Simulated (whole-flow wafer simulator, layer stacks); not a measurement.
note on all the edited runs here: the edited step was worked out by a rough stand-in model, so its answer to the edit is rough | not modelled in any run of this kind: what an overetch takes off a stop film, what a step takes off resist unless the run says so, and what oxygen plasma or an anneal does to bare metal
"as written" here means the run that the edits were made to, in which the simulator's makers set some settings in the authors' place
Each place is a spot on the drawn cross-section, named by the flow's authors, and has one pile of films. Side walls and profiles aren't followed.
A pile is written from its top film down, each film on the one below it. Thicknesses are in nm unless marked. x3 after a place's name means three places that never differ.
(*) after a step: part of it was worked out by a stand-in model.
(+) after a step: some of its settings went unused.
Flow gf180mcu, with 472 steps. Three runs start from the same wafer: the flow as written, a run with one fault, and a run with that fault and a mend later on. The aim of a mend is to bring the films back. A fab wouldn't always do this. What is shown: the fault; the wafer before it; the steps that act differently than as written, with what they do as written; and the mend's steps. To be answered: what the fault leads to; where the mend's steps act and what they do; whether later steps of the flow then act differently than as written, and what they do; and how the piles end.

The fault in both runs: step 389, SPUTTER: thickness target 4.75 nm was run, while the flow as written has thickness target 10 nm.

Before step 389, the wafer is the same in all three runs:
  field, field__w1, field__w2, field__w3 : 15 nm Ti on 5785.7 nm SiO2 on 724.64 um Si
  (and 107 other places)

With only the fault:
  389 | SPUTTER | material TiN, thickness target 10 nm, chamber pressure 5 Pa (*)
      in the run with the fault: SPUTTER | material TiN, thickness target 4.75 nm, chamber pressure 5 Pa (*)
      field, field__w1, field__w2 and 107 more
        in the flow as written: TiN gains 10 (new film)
        in the run with the fault: TiN gains 4.75 (new film)
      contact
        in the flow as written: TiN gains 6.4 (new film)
        in the run with the fault: TiN gains 3.05 (new film)
  Steps later in the flow that act otherwise than as written (1 more step, not shown, differs only slightly: by at most 2% or 0.5 nm, whichever is larger):
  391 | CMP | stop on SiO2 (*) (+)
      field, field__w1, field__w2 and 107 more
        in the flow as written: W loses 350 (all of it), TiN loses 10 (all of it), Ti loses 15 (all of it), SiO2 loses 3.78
        in the run with the fault: W loses 350 (all of it), TiN loses 4.75 (all of it), Ti loses 15 (all of it), SiO2 loses 3.73
  The piles end different from the flow's at contact by more than 2% or 0.5 nm, whichever is larger.
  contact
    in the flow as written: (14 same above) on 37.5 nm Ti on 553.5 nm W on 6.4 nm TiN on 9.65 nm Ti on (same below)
    in the run with the fault: (14 same above) on 37.5 nm Ti on 556.9 nm W on 3.05 nm TiN on 9.65 nm Ti on (same below)

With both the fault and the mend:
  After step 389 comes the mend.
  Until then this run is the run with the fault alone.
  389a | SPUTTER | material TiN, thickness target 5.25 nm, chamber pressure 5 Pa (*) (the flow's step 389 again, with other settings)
      field, field__w1, field__w2 and 107 more
        TiN gains 5.25
      contact
        TiN gains 3.36
  None of the later steps of the flow acts differently than as written at any place that is followed.
  At every place that both follow, the piles at the end match the flow's.
